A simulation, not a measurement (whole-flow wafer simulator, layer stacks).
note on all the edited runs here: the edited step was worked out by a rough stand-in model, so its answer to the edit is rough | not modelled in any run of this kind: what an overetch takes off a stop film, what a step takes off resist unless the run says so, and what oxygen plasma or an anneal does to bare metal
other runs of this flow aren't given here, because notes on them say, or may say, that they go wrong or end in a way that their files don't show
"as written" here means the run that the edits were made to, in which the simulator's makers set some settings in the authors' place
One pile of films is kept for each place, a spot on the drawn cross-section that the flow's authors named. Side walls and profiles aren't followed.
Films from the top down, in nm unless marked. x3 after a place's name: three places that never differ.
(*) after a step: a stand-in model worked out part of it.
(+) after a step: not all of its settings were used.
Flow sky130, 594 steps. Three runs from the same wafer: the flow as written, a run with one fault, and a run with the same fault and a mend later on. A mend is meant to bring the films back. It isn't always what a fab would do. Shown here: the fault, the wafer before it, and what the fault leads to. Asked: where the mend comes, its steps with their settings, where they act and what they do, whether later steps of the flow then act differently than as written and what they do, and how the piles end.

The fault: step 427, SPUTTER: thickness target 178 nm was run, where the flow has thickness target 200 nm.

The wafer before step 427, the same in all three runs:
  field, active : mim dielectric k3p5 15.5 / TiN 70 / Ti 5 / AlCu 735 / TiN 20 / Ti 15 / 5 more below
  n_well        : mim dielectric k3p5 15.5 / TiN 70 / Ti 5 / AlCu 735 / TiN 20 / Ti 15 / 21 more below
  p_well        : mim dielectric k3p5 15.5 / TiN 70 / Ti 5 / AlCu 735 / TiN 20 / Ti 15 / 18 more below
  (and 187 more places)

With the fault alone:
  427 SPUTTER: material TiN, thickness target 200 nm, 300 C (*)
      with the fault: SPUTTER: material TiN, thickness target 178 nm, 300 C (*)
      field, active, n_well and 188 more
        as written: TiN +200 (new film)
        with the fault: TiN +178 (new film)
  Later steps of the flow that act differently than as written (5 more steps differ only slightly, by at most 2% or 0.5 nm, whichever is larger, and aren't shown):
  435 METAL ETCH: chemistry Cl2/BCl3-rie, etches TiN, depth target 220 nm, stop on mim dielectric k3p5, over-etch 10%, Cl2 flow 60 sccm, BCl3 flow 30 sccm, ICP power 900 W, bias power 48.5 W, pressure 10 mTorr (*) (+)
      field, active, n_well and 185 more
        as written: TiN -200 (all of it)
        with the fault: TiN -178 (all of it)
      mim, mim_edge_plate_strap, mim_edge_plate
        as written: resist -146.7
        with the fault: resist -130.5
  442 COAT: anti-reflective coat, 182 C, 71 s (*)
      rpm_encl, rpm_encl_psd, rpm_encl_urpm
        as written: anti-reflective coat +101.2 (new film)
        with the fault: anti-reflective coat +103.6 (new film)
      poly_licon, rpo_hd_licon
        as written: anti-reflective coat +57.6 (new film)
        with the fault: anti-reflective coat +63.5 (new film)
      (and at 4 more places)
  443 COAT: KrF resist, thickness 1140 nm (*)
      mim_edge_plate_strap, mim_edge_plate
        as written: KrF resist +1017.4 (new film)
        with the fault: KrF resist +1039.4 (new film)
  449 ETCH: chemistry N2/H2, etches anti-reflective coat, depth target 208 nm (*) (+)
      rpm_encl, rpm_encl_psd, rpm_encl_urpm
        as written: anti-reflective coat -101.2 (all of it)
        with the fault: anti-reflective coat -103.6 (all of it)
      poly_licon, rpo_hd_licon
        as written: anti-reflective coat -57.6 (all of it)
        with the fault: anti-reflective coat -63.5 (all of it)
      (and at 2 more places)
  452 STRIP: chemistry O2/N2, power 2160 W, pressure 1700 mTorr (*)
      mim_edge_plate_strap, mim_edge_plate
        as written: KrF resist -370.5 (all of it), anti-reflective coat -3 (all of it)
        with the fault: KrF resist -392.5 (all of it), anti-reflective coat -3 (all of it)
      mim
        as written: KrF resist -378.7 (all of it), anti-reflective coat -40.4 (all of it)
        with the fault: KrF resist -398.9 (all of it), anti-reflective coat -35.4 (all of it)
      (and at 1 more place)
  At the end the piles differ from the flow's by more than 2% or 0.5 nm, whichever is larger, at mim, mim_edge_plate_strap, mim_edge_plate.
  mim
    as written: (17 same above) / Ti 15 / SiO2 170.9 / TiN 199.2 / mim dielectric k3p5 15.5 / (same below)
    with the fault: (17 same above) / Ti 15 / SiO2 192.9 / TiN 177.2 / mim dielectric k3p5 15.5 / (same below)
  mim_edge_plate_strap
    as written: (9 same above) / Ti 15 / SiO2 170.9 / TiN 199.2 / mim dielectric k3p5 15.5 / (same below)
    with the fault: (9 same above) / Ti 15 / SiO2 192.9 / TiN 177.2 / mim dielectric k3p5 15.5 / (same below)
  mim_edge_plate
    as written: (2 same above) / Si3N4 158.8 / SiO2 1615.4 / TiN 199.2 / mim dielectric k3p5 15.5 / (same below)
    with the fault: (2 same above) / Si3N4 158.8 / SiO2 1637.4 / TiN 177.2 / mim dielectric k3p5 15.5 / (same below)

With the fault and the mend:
  The mend comes after step 434.
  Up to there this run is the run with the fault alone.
  434a STRIP: chemistry O2/N2, power 2160 W, pressure 1700 mTorr (*)
      mim, mim_edge_plate_strap, mim_edge_plate
        resist -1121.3 (all of it)
  434b SPUTTER: material TiN, thickness target 22 nm, 300 C (*) (the flow's step 427 once more, with other settings)
      field, active, n_well and 188 more
        TiN +22
  434c HMDS: 120 C, 60 s (the flow's step 429 once more)
      changes no film at any place that is followed
  434d COAT: resist, thickness 1140 nm (the flow's step 430 once more)
      field, active, n_well and 186 more
        resist +1140 (new film)
      m1, via2_hole
        resist +1140.6 (new film)
  434e SOFTBAKE: resist (the flow's step 431 once more)
      changes no film at any place that is followed
  434f EXPOSE: photomask CAPM, dose 177.7 mJ/cm2, NA 0.6, wavelength 365 nm (*) (the flow's step 432 once more)
      changes no film at any place that is followed
  434g PEB: resist, 70.3 s (the flow's step 433 once more)
      field, active, n_well and 188 more
        resist -18.7
  434h DEVELOP: resist, thickness 1140 nm, developer TMAH-0.26N, 60 s (the flow's step 434 once more)
      field, active, n_well and 183 more
        resist -1121.3 (all of it)
      m1, via2_hole
        resist -1121.9 (all of it)
  No later step of the flow acts differently than as written at any place that is followed.
  At the end the piles are the same as the flow's at every place that both follow.
